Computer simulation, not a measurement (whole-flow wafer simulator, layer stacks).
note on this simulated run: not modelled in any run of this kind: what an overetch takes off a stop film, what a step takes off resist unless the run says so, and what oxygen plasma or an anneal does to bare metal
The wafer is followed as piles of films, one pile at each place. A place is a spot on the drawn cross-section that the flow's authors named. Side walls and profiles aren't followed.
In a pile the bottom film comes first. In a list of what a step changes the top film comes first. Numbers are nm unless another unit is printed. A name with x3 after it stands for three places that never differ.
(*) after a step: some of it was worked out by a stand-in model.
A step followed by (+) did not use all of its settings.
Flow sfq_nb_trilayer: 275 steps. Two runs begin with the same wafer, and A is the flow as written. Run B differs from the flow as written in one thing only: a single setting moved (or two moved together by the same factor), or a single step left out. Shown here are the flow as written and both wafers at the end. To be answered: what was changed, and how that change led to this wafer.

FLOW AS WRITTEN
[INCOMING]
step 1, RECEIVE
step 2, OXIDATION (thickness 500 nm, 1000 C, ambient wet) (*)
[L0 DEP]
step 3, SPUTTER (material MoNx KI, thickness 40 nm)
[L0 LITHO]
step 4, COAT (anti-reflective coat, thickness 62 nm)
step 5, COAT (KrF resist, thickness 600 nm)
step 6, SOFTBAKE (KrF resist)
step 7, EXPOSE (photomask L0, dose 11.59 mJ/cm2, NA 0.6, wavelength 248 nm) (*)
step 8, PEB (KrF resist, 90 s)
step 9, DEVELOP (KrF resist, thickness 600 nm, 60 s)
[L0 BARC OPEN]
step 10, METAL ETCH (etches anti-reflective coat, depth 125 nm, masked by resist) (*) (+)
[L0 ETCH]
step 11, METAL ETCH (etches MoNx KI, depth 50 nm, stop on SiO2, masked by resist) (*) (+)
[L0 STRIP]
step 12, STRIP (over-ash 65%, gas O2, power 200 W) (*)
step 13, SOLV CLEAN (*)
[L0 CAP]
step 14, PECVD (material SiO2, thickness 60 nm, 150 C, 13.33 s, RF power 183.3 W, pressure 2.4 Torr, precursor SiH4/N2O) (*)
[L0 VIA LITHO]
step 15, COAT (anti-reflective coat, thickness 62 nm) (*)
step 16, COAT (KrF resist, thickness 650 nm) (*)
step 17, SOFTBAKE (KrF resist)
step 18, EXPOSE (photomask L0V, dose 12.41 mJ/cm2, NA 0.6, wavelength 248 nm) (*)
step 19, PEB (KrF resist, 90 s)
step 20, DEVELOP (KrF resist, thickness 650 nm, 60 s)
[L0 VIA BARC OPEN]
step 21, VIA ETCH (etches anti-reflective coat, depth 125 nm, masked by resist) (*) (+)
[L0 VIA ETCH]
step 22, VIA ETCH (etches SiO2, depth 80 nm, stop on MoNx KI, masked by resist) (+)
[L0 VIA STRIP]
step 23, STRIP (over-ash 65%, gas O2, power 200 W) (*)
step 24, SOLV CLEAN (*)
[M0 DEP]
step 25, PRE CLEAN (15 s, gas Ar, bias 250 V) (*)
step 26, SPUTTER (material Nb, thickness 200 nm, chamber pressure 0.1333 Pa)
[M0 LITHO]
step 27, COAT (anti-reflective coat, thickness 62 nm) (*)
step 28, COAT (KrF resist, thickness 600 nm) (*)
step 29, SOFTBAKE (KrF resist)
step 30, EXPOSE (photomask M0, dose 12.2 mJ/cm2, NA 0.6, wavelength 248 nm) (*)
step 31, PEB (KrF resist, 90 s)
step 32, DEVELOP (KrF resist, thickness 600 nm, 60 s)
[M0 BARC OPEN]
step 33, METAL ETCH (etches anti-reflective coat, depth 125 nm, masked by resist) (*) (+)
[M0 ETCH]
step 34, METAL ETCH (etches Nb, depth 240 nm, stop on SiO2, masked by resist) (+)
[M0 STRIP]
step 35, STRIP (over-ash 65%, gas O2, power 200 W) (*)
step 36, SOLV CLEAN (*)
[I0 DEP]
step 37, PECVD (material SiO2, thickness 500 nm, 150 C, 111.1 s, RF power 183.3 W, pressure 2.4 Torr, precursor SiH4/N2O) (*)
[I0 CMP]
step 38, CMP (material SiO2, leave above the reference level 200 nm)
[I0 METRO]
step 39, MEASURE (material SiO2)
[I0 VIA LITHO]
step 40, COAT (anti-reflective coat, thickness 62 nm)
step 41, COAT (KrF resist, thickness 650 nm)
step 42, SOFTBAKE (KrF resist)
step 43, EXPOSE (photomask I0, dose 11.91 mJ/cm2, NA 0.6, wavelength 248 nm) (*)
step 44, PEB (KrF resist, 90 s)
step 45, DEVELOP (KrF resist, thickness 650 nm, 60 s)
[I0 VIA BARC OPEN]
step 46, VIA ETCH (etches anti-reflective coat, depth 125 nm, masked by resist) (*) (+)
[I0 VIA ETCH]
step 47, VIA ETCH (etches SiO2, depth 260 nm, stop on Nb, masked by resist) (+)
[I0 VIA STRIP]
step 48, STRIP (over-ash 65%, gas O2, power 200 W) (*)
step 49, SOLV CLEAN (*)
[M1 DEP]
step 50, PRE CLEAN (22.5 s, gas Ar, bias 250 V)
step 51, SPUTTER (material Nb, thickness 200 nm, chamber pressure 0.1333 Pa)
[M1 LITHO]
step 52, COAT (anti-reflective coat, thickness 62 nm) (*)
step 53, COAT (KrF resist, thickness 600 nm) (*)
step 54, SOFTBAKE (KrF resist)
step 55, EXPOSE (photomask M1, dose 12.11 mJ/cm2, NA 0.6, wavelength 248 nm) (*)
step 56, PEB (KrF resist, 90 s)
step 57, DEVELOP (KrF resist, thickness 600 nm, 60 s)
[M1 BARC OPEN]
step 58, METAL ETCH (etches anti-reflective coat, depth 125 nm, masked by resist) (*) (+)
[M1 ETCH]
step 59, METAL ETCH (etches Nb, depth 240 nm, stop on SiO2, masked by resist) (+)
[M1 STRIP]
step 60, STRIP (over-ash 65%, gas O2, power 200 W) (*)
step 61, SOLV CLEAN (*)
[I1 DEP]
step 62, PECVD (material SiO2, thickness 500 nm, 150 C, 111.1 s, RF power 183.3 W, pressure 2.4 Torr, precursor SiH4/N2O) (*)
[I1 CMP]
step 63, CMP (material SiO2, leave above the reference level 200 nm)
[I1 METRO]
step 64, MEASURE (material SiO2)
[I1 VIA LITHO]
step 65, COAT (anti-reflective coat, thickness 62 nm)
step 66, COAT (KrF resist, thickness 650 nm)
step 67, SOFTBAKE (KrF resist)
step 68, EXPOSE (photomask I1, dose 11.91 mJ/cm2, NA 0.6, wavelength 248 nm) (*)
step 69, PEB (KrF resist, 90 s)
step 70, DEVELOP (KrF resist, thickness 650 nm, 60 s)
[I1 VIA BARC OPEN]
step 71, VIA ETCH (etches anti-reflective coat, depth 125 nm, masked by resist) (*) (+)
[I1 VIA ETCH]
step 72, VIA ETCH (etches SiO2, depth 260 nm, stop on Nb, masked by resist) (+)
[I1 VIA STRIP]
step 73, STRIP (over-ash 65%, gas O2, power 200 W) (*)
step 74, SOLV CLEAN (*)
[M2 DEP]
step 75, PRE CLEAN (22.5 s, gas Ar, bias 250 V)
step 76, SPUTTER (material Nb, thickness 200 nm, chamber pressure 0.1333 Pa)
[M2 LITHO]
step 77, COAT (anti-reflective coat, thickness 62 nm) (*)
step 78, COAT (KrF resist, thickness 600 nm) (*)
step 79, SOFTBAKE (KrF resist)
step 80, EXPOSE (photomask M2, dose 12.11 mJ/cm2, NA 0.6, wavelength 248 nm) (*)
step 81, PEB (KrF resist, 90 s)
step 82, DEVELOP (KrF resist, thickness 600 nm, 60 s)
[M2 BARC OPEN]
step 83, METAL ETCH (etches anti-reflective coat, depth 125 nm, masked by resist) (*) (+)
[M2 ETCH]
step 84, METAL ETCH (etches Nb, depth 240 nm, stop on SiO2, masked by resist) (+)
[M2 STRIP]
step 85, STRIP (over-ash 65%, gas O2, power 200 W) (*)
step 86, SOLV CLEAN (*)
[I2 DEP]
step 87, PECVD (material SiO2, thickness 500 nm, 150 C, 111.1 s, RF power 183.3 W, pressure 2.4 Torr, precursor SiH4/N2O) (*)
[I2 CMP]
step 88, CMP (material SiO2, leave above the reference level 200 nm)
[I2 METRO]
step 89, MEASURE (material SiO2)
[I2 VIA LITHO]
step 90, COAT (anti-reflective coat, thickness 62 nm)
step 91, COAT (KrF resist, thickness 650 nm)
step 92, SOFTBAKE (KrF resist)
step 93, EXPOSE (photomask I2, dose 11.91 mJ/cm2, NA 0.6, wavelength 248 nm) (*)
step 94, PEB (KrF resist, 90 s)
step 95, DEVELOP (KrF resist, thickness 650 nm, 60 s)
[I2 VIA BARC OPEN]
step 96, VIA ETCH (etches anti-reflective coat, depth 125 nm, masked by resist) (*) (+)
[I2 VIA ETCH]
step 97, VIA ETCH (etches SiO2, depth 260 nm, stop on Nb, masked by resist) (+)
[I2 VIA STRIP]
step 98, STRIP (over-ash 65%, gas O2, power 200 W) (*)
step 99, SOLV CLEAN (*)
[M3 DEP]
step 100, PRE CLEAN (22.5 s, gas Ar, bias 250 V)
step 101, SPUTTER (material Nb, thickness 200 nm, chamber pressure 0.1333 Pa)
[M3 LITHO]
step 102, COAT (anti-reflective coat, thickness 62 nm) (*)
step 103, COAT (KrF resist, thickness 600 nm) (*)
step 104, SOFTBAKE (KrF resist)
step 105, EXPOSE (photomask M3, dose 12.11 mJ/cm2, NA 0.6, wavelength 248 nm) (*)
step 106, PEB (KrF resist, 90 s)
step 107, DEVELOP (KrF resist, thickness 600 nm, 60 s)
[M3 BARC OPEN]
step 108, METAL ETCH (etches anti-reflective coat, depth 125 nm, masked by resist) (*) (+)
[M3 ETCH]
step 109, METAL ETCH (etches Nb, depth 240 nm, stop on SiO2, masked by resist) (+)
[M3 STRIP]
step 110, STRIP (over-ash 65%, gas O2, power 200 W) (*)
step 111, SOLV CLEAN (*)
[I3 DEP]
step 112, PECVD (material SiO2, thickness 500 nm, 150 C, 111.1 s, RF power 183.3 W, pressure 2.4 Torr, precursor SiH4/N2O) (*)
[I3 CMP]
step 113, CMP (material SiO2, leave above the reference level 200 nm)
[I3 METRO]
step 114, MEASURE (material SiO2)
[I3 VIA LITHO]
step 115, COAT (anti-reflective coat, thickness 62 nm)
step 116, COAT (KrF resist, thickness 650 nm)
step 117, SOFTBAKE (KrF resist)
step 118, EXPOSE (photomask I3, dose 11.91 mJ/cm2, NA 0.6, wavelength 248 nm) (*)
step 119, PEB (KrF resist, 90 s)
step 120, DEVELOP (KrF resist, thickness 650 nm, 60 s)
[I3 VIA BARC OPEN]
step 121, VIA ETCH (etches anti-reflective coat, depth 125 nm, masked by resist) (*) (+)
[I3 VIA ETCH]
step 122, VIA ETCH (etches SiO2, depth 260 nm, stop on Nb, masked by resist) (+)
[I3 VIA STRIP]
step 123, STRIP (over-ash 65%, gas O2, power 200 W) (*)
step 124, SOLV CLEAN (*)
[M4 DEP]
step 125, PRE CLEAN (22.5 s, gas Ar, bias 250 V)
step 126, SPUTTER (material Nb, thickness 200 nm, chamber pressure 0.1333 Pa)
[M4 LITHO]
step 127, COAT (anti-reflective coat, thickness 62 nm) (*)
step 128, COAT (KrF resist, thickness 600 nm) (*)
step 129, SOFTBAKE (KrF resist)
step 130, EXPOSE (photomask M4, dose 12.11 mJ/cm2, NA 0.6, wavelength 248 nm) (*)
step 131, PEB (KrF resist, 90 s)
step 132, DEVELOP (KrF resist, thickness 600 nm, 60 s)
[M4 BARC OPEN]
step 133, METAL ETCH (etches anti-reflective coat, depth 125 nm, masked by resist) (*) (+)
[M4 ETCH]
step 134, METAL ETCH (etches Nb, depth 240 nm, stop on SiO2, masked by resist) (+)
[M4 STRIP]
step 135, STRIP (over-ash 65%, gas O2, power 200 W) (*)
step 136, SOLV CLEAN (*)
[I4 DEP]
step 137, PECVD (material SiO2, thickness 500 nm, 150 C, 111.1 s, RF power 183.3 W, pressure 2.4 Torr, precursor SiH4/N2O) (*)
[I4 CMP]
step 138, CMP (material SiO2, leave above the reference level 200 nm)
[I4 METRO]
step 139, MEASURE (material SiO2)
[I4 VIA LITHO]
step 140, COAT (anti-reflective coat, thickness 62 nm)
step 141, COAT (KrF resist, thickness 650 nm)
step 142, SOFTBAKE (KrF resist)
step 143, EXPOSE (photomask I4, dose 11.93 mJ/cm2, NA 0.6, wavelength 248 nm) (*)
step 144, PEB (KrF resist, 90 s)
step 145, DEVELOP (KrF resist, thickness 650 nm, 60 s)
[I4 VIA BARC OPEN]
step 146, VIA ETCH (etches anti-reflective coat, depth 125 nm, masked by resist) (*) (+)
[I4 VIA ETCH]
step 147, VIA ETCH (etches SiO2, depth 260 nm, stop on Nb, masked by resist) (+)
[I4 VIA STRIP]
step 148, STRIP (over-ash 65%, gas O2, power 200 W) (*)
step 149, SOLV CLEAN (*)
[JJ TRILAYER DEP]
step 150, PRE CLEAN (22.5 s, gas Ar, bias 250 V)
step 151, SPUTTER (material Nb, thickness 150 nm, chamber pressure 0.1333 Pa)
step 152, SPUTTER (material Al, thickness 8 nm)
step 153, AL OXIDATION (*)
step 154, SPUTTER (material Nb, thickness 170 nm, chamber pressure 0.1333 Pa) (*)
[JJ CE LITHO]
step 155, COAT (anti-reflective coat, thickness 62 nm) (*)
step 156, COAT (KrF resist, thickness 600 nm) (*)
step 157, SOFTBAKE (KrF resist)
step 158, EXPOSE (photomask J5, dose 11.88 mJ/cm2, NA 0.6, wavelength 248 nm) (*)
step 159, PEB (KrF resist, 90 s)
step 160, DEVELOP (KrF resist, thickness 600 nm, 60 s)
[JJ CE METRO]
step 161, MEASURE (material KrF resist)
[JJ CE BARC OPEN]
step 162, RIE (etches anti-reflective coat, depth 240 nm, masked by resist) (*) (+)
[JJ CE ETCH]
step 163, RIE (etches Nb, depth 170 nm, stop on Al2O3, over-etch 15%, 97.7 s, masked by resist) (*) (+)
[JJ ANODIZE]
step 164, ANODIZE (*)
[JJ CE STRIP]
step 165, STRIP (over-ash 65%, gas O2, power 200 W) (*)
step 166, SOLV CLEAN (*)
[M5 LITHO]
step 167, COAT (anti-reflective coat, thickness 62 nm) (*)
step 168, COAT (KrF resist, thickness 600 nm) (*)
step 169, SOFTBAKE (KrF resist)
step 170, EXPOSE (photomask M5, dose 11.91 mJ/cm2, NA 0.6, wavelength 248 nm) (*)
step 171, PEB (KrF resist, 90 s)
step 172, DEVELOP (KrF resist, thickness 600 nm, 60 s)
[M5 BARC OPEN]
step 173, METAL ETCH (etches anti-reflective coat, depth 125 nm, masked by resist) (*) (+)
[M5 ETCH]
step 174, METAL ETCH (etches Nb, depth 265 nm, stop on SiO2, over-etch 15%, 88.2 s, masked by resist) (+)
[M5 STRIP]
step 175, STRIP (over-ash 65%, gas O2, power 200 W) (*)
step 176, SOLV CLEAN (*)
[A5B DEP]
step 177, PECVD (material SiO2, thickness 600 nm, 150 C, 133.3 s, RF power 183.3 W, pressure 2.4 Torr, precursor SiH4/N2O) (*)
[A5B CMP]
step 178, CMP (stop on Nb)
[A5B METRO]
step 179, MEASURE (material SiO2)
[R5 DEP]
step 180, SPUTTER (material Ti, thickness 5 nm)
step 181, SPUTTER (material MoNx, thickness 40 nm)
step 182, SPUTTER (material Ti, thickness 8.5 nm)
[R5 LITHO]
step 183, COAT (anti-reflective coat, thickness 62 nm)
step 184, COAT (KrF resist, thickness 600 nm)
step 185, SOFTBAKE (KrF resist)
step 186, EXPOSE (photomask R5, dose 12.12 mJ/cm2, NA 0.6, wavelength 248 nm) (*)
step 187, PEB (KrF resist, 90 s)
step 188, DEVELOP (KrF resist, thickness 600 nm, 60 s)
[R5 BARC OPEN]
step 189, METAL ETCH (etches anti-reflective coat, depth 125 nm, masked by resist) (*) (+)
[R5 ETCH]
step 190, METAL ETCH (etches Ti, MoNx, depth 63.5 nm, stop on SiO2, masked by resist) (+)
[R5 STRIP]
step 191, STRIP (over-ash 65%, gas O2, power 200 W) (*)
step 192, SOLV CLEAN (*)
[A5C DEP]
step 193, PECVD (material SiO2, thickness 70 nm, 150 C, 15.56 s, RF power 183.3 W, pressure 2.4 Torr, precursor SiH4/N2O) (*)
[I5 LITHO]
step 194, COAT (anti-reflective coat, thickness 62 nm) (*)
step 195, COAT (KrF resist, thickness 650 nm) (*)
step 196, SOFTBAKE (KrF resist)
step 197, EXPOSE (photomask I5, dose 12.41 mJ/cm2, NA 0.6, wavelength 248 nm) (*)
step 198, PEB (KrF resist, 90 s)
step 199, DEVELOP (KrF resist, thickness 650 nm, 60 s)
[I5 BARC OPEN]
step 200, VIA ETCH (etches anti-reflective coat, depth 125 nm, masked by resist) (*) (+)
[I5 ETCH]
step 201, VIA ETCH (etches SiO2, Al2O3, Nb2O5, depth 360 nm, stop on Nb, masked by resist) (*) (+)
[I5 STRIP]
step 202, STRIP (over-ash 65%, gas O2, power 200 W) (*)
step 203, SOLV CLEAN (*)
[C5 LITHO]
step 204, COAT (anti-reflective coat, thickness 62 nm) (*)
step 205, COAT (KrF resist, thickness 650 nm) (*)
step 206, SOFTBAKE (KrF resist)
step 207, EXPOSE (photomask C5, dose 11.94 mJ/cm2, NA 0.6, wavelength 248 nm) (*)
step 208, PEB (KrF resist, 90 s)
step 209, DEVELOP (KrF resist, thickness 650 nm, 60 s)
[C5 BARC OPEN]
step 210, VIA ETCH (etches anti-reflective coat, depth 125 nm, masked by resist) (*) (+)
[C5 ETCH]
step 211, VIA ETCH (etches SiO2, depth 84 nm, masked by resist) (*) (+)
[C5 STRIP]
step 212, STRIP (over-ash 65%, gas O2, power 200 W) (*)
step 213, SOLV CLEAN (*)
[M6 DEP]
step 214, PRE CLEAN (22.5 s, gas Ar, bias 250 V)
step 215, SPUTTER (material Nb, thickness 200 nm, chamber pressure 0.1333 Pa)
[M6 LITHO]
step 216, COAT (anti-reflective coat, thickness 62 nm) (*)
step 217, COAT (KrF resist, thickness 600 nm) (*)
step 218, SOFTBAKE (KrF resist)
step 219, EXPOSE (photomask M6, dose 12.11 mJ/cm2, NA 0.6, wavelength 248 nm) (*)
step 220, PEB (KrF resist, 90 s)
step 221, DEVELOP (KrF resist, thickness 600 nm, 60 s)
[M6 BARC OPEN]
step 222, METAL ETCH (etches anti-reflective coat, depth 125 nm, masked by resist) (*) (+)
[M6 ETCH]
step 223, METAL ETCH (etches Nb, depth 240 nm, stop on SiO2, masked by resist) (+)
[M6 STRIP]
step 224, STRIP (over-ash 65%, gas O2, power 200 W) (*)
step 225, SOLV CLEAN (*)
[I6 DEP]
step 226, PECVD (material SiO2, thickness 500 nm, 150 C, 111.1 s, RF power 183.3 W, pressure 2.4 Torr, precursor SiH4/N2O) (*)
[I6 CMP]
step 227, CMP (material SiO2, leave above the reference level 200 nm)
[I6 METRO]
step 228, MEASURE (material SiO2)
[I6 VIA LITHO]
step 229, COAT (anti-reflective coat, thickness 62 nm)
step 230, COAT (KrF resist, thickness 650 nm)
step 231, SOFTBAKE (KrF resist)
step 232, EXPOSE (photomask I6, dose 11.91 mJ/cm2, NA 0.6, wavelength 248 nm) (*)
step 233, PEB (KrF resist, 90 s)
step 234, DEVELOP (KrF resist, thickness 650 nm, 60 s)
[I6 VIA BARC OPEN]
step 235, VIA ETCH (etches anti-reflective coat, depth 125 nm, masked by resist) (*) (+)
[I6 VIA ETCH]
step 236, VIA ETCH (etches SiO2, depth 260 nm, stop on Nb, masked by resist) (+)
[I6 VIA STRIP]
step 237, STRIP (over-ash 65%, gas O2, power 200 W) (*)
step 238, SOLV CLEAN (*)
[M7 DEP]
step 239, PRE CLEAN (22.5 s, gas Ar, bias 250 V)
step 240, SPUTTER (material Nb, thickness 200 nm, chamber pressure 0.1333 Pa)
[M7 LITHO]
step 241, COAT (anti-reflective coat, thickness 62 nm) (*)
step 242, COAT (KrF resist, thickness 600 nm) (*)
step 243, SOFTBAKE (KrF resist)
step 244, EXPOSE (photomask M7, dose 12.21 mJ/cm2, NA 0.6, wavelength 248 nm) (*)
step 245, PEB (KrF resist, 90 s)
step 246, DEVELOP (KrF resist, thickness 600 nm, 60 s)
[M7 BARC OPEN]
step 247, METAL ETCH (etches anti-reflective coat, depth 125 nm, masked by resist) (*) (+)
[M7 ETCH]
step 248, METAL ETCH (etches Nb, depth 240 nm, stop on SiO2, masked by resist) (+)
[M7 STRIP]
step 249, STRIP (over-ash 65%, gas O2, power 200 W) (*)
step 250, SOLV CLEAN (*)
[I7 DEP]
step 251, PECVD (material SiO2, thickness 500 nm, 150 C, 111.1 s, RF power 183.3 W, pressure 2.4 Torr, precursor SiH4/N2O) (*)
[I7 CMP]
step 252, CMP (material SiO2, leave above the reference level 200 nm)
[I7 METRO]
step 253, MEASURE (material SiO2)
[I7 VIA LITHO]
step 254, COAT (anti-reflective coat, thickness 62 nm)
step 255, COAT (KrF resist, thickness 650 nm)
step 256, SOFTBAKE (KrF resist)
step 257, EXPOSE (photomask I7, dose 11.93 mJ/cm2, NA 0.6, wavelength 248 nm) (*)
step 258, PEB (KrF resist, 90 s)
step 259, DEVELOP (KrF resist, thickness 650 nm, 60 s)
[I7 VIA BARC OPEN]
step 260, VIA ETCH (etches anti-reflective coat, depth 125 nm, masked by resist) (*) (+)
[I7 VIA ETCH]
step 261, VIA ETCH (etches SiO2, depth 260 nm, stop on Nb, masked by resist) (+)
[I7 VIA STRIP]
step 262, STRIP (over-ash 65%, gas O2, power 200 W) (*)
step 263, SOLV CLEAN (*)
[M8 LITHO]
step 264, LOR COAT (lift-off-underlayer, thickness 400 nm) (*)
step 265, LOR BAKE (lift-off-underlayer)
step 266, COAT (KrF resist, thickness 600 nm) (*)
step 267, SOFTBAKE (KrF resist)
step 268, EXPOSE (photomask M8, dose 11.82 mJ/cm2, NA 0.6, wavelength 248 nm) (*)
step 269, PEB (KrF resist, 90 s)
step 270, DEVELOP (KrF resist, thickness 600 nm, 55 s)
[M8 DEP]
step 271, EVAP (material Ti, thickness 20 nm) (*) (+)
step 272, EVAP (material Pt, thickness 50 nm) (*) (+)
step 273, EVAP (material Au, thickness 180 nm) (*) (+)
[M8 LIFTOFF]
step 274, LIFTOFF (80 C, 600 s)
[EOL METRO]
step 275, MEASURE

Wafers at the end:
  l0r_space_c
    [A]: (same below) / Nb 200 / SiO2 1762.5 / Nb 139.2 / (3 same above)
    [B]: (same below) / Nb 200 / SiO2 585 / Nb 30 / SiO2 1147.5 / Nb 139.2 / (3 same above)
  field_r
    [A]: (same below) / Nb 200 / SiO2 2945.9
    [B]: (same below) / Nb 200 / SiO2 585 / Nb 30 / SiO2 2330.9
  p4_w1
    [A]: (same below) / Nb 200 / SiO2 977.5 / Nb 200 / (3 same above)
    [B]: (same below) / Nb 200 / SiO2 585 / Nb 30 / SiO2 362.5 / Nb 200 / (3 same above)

The reason: step 84, METAL ETCH: depth 170 nm was run, whereas the flow has depth 240 nm.

Step by step, how the change led to this:
  step 84, METAL ETCH (etches Nb, depth 240 nm, stop on SiO2, masked by resist) (+)
      field_l, be, be_sur and 81 more: A -200 Nb (all of it) | B -170 Nb
      v_sur, via_wl, via_w and 19 more: A -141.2 KrF resist | B -100 KrF resist
  step 85, STRIP (over-ash 65%, gas O2, power 200 W) (*)
      wl_j_sl, wl_jj, wl_j_sr and 12 more: A -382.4 KrF resist (all of it), -62 anti-reflective coat (all of it) | B -423.6 KrF resist (all of it), -62 anti-reflective coat (all of it)
      v_sur: A -380 KrF resist (all of it), -61.4 anti-reflective coat (all of it) | B -421.2 KrF resist (all of it), -61.4 anti-reflective coat (all of it)
      (as well as at 6 more places)
  step 87, PECVD (material SiO2, thickness 500 nm, 150 C, 111.1 s, RF power 183.3 W, pressure 2.4 Torr, precursor SiH4/N2O) (*)
      field_l, be, be_sur and 81 more: A +500 SiO2 | B +500 SiO2 (new film)
  step 88, CMP (material SiO2, leave above the reference level 200 nm)
      field_l, be, be_sur and 81 more: A -100 SiO2 | B -130 SiO2
With metal films that touch counted as one body, l0r_space_c has 3 bodies (between them, from the top down: SiO2 1147.5; SiO2 585); the flow as written gives 2 bodies (between them, from the top down: SiO2 1762.5).
With metal films that touch counted as one body, field_r has 2 bodies (between them, from the top down: SiO2 585); the flow as written gives 1 body.
With metal films that touch counted as one body, p4_w1 has 4 bodies (between them, from the top down: SiO2 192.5; SiO2 362.5; SiO2 585); the flow as written gives 3 bodies (between them, from the top down: SiO2 192.5; SiO2 977.5).
